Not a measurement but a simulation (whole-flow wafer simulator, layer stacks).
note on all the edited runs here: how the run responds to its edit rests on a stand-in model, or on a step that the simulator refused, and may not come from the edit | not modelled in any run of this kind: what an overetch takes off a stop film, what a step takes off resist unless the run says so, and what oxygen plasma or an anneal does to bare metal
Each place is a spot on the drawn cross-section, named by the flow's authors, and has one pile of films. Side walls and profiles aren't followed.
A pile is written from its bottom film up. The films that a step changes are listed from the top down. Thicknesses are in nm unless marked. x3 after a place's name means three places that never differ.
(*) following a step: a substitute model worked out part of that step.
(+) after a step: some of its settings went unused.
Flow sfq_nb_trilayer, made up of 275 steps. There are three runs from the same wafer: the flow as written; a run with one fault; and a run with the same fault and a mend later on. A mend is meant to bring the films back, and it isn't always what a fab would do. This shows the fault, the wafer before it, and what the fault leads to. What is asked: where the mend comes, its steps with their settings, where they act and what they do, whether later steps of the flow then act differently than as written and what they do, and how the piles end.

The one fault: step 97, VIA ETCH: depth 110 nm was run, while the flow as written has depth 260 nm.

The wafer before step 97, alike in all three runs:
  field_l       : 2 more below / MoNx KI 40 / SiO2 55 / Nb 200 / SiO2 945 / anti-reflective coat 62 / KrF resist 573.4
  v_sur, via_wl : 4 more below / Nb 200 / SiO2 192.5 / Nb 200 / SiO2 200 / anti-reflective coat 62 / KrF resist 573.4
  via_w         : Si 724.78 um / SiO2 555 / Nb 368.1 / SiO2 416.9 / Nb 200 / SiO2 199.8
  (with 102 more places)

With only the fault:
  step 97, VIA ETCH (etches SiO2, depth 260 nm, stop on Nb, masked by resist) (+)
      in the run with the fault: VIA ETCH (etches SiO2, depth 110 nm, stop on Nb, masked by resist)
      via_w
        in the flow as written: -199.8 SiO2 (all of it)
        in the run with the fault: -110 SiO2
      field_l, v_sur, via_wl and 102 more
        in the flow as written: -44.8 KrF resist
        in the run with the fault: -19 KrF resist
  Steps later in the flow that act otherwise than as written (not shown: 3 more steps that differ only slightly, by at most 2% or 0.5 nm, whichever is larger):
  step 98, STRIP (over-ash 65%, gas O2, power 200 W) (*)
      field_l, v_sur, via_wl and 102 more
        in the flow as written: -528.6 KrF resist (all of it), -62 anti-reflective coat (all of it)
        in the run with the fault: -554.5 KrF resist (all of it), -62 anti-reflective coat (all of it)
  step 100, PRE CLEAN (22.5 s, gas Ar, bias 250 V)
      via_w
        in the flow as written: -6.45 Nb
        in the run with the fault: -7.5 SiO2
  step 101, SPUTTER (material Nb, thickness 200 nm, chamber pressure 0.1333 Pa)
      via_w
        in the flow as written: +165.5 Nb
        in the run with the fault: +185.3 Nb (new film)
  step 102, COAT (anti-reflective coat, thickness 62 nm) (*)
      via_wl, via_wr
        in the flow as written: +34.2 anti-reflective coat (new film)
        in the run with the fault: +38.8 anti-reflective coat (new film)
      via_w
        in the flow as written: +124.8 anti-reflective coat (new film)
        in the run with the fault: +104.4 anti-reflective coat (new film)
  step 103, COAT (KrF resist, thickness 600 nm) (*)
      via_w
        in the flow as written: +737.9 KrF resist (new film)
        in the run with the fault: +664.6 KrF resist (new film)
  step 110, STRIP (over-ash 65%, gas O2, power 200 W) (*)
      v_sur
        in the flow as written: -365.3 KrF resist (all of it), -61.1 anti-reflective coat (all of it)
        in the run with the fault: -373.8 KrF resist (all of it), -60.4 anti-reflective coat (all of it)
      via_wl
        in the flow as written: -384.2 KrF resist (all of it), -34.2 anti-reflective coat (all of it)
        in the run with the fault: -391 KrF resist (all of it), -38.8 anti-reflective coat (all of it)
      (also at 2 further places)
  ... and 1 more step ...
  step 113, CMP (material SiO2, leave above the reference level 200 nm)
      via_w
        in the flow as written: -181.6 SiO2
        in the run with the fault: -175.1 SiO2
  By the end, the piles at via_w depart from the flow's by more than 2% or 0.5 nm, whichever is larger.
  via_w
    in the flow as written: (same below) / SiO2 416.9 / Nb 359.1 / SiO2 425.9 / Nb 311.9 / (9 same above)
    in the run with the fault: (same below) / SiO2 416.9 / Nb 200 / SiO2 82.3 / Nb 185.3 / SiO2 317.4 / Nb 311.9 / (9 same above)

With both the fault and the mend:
  The mend follows step 98.
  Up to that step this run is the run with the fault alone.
  step 98a, COAT (anti-reflective coat, thickness 62 nm) (*) (the flow's step 90 again)
      p4_fl x3, p4_w1 x9, p4_g1 x2 and 63 more
        +62 anti-reflective coat (new film)
      gap, jj_sur, ce_l and 16 more
        +61.9 anti-reflective coat (new film)
      wire, be, be_sur
        +61.8 anti-reflective coat (new film)
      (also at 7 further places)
  step 98b, COAT (KrF resist, thickness 650 nm) (*) (the flow's step 91 again)
      p4_fl x3, p4_w1 x9, p4_g1 x2 and 63 more
        +650 KrF resist (new film)
      r_end, moat, field_r and 7 more
        +649.7 KrF resist (new film)
      ce_l, c5j, ce_r, sp_r
        +649.5 KrF resist (new film)
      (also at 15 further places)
  step 98c, SOFTBAKE (KrF resist) (the flow's step 92 again)
      alters no film at any place that is followed
  step 98d, EXPOSE (photomask I2, dose 11.91 mJ/cm2, NA 0.6, wavelength 248 nm) (*) (the flow's step 93 again)
      alters no film at any place that is followed
  step 98e, PEB (KrF resist, 90 s) (the flow's step 94 again)
      be_sur, gap, jj_sur and 94 more
        -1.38 KrF resist
      field_l, v_sur, via_sp, via_v, wire, be
        -1.37 KrF resist
      via_wl, via_wr
        -1.41 KrF resist
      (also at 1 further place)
  step 98f, DEVELOP (KrF resist, thickness 650 nm, 60 s) (the flow's step 95 again)
      field_l, v_sur, via_wl and 102 more
        -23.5 KrF resist
      via_w
        -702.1 KrF resist (all of it)
  step 98g, VIA ETCH (etches anti-reflective coat, depth 125 nm, masked by resist) (+) (the flow's step 96 again)
      field_l, v_sur, via_wl and 102 more
        -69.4 KrF resist
      via_w
        -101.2 anti-reflective coat (all of it), -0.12 SiO2
  step 98h, VIA ETCH (etches SiO2, depth 150 nm, stop on Nb, masked by resist) (+) (the flow's step 97 again, with other settings)
      field_l, v_sur, via_wl and 102 more
        -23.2 KrF resist
      via_w
        -89.7 SiO2 (all of it)
  step 98i, STRIP (over-ash 65%, gas O2, power 200 W) (*) (the flow's step 98 again)
      p4_fl x3, p4_w1 x9, p4_g1 x2 and 63 more
        -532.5 KrF resist (all of it), -62 anti-reflective coat (all of it)
      lsp_l, ln_m5, lsp_m, ln_m6, lsp_r, l0_sur, l0v
        -532.2 KrF resist (all of it), -61.9 anti-reflective coat (all of it)
      r_sur, res, r_end, moat, field_r
        -532.1 KrF resist (all of it), -61.9 anti-reflective coat (all of it)
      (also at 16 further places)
  Every later step of the flow that is run acts as written at every place that is followed.
  The piles end the same as the flow's at every place that both follow.
